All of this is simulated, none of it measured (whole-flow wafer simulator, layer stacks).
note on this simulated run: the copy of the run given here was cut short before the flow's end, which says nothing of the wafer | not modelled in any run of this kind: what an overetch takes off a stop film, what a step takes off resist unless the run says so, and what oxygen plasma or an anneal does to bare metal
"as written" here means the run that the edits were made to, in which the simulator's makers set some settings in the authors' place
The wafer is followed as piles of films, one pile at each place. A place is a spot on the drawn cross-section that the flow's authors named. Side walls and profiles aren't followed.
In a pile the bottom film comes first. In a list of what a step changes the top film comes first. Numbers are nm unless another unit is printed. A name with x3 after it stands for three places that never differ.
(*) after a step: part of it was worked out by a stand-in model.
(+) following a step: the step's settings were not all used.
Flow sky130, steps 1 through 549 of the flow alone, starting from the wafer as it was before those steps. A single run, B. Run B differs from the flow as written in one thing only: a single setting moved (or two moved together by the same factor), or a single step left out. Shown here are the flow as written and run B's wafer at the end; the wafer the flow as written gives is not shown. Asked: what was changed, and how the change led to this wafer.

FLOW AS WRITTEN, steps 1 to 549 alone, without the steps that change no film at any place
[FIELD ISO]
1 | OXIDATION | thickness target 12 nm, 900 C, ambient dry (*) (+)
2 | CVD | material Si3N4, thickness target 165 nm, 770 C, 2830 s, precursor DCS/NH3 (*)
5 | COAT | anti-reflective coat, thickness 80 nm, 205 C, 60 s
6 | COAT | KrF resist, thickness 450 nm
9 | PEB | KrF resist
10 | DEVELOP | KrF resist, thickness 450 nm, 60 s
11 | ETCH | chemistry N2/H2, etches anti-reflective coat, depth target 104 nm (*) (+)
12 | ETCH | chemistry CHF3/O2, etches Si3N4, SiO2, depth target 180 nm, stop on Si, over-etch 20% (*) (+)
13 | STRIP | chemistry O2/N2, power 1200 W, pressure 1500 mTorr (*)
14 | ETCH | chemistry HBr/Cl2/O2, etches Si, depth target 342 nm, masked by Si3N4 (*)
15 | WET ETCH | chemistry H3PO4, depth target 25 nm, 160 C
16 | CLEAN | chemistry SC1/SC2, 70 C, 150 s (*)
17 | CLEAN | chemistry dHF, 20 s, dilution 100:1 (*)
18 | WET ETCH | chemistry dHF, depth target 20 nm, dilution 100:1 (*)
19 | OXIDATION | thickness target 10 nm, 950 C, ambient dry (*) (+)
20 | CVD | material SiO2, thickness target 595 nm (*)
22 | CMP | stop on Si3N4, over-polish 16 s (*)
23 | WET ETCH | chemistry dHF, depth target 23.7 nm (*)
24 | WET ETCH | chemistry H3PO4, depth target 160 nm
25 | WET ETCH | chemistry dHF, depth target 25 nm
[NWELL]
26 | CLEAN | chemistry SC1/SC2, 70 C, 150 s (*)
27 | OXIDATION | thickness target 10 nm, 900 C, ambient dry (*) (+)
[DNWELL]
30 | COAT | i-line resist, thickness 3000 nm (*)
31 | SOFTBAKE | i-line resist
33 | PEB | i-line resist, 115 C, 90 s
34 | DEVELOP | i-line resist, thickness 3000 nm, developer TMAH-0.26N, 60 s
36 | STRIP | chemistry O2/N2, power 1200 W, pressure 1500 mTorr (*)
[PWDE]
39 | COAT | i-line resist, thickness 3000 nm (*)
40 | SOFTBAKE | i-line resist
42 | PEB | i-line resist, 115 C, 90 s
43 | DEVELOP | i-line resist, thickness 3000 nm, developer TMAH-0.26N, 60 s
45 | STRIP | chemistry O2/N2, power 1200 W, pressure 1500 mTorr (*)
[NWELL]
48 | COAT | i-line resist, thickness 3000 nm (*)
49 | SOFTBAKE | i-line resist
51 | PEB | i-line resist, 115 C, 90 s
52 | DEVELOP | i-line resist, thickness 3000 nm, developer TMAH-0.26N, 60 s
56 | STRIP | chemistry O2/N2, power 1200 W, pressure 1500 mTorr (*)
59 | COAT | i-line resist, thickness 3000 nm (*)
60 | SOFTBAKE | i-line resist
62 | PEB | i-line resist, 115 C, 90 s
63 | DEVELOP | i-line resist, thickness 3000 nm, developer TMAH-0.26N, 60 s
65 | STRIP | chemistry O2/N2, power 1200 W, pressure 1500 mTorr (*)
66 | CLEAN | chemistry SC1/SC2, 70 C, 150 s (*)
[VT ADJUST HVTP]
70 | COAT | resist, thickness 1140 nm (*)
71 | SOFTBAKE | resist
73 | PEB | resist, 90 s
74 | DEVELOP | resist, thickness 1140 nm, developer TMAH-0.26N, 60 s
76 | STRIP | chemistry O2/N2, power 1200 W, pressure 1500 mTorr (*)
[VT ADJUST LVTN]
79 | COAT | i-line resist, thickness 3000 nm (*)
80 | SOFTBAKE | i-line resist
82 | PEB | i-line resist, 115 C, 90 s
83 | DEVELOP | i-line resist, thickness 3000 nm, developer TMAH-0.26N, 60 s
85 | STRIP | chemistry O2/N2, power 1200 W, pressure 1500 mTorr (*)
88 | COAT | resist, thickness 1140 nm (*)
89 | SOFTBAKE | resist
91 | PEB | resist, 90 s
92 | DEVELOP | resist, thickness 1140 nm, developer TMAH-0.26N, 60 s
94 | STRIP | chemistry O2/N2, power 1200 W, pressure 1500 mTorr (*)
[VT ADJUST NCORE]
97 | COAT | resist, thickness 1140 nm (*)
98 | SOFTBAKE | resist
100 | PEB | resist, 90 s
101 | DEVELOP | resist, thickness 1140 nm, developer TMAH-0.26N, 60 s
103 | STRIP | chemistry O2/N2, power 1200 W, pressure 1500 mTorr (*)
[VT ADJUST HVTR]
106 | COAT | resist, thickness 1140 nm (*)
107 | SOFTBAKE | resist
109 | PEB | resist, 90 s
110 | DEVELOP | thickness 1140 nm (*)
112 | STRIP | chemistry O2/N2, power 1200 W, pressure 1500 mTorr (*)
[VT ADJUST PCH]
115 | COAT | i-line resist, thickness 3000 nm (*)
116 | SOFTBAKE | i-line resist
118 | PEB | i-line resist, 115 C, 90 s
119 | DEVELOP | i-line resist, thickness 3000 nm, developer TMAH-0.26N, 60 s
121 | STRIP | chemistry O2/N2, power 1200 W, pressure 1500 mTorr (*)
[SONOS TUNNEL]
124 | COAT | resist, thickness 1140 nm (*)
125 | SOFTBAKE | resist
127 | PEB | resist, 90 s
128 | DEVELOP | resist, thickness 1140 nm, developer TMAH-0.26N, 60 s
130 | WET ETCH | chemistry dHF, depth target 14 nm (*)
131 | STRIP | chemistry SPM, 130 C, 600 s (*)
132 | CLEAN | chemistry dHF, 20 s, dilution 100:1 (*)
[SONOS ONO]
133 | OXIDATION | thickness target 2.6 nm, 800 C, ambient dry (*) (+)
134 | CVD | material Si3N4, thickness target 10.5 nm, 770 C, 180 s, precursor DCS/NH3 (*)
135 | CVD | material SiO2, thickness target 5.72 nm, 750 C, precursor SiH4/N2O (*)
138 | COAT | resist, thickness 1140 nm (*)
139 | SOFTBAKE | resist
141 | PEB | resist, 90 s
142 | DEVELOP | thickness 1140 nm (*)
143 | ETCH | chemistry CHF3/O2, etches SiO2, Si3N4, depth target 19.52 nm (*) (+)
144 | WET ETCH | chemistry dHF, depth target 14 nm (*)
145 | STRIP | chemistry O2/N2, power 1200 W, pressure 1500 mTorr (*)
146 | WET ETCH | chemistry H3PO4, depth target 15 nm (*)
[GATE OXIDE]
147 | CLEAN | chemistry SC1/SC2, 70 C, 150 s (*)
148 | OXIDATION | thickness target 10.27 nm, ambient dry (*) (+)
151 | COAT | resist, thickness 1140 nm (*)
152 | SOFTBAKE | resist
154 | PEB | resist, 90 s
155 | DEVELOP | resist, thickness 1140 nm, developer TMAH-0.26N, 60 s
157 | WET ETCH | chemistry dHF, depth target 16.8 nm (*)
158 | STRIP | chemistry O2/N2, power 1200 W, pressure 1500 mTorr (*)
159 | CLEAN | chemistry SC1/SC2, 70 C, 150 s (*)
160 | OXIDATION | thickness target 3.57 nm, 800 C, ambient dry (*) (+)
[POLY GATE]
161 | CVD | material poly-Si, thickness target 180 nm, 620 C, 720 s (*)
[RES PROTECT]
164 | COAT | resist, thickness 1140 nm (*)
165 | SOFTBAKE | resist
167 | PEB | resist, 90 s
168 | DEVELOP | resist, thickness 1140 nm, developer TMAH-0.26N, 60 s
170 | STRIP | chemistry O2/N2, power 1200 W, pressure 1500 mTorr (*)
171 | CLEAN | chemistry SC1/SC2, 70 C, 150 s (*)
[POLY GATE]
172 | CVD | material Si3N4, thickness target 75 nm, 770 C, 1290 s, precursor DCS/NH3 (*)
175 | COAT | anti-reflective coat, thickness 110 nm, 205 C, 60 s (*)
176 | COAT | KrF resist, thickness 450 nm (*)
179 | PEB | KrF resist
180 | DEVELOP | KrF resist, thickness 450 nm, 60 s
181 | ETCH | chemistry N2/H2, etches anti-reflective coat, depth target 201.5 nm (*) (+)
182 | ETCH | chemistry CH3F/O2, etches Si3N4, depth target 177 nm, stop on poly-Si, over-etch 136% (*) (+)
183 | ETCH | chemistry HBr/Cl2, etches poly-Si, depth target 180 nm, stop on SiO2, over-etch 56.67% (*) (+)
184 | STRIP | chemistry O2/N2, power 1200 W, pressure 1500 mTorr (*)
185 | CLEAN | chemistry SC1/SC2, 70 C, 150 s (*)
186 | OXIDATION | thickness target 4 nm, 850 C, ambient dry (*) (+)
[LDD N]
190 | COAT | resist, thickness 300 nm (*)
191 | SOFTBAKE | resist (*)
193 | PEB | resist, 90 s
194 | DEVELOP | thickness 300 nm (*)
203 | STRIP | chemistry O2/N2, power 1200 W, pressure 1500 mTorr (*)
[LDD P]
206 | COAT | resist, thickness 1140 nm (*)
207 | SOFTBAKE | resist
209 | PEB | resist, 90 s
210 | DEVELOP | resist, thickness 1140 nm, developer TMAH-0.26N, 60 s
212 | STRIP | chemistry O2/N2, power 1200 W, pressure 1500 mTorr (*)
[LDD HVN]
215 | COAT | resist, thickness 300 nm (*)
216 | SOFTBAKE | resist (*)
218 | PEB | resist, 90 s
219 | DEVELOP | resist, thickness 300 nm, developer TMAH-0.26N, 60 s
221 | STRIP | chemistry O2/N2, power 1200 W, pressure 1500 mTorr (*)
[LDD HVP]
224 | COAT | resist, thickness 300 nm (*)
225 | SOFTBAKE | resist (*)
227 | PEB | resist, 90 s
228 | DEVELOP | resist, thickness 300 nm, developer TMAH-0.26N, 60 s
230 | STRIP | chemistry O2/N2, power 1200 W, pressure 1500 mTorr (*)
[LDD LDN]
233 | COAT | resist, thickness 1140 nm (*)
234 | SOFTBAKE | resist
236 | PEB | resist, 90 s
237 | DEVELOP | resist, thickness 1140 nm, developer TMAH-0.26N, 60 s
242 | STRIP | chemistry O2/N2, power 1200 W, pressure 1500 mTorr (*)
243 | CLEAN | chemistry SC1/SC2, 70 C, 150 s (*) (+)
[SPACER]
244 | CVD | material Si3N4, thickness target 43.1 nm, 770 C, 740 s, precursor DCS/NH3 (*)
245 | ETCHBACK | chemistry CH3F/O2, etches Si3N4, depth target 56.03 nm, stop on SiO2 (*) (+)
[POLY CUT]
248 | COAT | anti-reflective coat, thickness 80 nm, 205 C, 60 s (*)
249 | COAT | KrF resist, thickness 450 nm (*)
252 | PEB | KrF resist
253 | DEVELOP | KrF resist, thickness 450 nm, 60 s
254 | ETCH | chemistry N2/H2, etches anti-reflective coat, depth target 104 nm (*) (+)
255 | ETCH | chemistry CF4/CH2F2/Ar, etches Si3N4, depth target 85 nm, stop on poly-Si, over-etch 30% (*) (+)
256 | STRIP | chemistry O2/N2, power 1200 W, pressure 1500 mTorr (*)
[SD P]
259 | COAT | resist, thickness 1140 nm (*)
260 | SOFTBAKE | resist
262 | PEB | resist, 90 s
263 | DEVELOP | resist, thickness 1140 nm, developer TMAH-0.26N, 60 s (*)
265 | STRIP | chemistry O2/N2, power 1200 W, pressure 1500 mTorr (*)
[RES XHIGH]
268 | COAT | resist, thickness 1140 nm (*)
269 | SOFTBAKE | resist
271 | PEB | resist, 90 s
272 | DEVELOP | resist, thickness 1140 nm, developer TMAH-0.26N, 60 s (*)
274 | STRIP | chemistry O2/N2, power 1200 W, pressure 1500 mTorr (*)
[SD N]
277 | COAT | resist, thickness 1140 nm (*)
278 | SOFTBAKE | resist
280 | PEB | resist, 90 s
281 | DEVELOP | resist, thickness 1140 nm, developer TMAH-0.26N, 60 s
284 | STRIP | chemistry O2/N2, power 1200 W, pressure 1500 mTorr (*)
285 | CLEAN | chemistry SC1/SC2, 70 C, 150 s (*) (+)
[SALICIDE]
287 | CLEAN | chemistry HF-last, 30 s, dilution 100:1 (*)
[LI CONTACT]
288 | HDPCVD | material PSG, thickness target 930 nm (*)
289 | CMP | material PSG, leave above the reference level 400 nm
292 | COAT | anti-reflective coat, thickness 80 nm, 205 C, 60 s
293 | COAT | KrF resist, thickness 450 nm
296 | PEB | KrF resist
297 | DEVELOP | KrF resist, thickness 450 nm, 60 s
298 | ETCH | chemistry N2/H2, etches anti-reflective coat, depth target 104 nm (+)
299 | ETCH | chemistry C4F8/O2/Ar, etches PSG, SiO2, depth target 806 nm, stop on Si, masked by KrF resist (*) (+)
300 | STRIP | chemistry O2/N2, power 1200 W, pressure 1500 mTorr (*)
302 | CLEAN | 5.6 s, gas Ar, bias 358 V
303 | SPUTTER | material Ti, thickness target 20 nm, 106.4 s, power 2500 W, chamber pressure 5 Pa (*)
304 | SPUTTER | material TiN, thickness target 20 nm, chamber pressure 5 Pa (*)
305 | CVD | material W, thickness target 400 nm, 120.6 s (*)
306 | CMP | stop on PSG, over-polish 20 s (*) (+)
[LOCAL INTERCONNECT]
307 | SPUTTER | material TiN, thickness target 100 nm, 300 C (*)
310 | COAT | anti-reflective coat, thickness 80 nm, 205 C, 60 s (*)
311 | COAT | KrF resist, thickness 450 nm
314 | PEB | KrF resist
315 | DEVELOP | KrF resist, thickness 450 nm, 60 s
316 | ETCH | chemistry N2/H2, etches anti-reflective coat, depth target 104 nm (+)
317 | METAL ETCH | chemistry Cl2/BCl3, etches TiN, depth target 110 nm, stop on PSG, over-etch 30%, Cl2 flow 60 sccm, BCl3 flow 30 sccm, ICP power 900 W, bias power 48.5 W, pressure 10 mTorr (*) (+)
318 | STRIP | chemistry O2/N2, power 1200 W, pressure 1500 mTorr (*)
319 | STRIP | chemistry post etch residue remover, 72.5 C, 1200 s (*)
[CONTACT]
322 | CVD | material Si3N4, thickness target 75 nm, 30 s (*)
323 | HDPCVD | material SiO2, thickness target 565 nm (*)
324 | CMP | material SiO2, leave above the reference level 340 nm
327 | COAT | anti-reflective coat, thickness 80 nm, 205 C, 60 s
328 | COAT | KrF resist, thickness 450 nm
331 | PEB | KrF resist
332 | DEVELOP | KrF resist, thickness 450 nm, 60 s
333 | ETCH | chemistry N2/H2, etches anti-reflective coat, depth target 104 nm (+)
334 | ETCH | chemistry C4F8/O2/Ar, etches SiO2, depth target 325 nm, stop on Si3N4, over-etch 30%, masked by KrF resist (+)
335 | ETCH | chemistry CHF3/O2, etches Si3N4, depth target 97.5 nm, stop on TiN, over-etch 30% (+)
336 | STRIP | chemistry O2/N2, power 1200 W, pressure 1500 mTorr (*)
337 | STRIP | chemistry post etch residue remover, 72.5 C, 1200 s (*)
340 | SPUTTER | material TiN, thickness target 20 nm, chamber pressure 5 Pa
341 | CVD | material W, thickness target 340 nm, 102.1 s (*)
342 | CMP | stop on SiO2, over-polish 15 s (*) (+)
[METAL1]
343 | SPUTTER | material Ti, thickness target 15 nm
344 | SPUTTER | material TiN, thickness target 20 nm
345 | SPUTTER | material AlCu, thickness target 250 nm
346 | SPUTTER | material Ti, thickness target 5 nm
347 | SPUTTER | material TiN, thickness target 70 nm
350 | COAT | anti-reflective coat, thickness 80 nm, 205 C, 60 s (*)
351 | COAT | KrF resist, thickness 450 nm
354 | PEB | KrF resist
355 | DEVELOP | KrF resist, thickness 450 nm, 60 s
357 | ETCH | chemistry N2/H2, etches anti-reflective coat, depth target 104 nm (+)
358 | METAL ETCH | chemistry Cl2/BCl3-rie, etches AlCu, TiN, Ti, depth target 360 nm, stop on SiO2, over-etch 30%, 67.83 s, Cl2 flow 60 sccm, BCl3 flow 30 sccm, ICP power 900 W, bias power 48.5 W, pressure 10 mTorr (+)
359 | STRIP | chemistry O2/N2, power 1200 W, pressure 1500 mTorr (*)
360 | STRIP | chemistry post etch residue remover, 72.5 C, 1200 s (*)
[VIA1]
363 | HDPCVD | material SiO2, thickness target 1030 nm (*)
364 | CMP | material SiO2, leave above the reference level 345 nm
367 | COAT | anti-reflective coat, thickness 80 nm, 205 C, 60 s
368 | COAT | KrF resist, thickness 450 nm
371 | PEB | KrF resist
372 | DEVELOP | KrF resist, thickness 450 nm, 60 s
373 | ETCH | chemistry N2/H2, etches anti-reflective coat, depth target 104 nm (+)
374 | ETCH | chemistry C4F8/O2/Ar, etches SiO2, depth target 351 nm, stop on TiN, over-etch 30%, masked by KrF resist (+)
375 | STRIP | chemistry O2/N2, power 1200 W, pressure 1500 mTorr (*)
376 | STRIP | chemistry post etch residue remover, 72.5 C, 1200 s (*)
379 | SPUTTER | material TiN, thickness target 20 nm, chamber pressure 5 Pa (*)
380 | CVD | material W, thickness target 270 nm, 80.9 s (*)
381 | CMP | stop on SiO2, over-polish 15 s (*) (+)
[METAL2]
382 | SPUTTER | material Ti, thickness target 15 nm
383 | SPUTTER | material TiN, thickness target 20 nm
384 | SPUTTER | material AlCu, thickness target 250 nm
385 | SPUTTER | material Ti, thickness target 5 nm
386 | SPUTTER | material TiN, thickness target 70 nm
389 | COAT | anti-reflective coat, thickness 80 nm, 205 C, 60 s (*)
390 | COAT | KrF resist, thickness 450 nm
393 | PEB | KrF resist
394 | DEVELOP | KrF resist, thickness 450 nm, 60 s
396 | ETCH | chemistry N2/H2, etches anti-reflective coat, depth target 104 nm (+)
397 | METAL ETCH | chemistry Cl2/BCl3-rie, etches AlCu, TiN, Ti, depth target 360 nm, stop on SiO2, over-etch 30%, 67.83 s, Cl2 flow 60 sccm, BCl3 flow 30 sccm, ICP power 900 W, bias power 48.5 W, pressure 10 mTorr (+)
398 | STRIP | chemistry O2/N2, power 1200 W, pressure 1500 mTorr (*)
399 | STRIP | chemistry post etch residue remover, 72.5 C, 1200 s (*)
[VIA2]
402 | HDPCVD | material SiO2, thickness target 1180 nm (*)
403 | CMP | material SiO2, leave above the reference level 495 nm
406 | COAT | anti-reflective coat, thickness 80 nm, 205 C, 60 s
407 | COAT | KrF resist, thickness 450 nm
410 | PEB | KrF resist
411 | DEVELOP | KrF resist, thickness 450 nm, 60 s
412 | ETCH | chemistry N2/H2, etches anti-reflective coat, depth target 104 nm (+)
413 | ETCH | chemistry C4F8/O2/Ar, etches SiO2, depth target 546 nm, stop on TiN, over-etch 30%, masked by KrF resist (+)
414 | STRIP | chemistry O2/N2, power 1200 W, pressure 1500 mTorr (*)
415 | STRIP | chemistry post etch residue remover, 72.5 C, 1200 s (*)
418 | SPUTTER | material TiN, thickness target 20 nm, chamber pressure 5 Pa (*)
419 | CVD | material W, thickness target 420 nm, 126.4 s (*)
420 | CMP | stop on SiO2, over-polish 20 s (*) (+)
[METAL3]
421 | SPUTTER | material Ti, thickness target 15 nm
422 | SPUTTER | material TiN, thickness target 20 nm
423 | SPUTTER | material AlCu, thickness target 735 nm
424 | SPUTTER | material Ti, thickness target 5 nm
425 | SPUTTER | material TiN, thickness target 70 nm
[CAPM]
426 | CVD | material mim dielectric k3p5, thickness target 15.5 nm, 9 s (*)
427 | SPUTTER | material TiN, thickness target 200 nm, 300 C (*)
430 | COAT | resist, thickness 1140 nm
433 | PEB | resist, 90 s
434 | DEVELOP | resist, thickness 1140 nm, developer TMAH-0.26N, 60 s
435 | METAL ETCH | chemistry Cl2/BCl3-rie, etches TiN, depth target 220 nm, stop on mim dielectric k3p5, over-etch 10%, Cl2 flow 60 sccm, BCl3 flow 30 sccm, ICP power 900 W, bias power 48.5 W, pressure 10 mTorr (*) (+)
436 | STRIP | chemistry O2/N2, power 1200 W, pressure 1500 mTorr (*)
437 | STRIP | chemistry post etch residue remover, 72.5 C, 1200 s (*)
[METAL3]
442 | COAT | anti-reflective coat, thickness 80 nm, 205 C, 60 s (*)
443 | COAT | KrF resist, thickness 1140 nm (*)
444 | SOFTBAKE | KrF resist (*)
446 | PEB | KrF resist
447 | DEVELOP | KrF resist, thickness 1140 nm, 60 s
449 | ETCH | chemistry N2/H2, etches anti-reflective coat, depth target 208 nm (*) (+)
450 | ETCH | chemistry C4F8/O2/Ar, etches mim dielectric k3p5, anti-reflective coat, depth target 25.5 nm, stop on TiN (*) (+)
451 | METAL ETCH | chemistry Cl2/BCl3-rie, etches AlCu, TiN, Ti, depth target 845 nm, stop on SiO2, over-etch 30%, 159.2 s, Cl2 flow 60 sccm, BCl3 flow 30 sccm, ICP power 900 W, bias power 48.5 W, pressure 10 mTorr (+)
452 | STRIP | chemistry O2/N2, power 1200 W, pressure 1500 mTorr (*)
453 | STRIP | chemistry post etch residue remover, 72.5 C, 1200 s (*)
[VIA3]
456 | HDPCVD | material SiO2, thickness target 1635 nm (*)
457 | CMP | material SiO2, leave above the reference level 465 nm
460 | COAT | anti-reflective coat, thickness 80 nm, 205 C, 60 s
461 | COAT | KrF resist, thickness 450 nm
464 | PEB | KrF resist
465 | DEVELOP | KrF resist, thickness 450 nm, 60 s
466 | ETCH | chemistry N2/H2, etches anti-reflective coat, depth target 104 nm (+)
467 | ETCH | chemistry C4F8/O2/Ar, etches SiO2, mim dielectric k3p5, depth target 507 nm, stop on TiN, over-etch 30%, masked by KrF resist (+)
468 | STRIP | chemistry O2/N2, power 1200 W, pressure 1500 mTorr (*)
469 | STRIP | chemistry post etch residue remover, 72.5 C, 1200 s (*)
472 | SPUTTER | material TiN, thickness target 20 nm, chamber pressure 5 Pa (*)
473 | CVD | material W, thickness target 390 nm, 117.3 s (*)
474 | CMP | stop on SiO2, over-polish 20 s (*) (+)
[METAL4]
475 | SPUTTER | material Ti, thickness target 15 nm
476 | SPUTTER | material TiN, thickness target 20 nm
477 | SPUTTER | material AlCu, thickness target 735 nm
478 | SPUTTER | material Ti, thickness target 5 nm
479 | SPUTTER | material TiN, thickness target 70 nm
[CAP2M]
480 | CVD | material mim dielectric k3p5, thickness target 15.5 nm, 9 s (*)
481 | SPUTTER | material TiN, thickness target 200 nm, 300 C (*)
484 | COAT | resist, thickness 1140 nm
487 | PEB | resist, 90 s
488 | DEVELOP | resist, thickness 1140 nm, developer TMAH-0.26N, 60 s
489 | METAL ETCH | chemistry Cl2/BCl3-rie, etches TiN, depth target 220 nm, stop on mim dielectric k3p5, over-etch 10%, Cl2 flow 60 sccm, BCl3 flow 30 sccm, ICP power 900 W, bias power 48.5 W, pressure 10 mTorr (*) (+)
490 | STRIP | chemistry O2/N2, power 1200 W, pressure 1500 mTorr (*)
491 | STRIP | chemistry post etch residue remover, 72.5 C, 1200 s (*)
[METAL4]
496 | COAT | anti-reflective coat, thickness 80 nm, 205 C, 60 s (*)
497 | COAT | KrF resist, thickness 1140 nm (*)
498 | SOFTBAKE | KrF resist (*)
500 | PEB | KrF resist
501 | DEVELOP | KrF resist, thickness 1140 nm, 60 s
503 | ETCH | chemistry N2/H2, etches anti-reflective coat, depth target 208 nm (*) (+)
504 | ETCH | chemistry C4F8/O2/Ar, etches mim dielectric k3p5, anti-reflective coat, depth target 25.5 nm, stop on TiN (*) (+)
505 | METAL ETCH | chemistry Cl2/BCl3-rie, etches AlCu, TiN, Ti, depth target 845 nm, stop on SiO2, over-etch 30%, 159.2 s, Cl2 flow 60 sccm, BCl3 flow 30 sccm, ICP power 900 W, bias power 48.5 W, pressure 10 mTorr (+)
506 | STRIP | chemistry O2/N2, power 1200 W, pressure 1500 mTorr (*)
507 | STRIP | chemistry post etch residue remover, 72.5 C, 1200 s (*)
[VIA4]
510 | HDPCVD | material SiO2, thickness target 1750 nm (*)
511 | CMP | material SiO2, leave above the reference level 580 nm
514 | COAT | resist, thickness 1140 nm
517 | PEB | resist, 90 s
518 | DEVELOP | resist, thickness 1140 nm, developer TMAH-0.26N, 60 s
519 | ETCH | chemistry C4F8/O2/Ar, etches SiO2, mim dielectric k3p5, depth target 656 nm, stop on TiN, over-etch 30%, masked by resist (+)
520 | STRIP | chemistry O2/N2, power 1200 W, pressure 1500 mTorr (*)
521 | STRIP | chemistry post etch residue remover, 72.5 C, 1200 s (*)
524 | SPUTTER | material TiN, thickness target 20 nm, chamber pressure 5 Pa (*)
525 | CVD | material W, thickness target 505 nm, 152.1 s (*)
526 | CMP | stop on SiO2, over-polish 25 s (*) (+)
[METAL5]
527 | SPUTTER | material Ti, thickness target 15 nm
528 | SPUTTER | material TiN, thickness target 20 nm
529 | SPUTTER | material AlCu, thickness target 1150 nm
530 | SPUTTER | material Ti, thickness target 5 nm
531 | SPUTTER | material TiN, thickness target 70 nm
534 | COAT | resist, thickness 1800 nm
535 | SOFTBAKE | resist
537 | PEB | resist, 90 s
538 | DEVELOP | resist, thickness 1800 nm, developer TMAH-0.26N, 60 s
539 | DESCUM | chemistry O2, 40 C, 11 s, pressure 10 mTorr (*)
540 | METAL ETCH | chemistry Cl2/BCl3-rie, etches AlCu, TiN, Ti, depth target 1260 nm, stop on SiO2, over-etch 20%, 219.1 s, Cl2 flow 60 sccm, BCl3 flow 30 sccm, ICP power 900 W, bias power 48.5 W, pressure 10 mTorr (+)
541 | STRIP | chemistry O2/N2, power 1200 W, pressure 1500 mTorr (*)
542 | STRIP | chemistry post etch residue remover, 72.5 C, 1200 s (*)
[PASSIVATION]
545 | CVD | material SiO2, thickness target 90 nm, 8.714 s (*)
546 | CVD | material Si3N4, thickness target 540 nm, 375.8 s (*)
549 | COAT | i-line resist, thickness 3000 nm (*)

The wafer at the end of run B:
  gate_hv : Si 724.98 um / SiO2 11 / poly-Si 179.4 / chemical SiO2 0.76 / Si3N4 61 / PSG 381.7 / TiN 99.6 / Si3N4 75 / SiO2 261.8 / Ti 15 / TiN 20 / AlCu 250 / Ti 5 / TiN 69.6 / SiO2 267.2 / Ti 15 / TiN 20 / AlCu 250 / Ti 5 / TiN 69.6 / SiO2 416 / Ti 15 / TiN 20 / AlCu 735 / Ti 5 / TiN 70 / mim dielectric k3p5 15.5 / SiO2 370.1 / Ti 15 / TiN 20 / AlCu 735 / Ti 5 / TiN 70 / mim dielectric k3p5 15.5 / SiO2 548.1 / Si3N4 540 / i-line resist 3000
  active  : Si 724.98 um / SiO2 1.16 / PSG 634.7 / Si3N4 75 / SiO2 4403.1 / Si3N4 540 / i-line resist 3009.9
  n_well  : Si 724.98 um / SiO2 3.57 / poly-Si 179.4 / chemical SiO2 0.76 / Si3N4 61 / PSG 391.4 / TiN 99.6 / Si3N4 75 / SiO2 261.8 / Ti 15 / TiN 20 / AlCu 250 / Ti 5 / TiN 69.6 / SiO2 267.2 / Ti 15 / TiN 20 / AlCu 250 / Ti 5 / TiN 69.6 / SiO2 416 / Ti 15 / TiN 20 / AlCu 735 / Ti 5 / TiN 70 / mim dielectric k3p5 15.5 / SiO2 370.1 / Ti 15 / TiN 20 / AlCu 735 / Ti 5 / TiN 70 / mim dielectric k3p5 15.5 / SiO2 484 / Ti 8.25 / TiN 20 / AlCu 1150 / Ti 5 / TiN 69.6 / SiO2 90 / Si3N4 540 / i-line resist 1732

What caused this: step 527, SPUTTER: thickness target 8.25 nm was run, while the flow as written has thickness target 15 nm.
One can read it off the wafer: n_well has Ti 8.25, and step 527 as written asks for 15 nm.

The path from the change to this, step by step:
  527 | SPUTTER | material Ti, thickness target 15 nm
      field, active, n_well and 190 more: Ti gains 8.25 (new film) (it would be, as written: Ti gains 15 (new film))
  540 | METAL ETCH | chemistry Cl2/BCl3-rie, etches AlCu, TiN, Ti, depth target 1260 nm, stop on SiO2, over-etch 20%, 219.1 s, Cl2 flow 60 sccm, BCl3 flow 30 sccm, ICP power 900 W, bias power 48.5 W, pressure 10 mTorr (+)
      field, active, gate and 175 more: TiN loses 70 (all of it), Ti loses 5 (all of it), AlCu loses 1150 (all of it), TiN loses 20 (all of it), Ti loses 8.25 (all of it), SiO2 loses 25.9 (it would be, as written: TiN loses 70 (all of it), Ti loses 5 (all of it), AlCu loses 1150 (all of it), TiN loses 20 (all of it), Ti loses 15 (all of it), SiO2 loses 25.2)
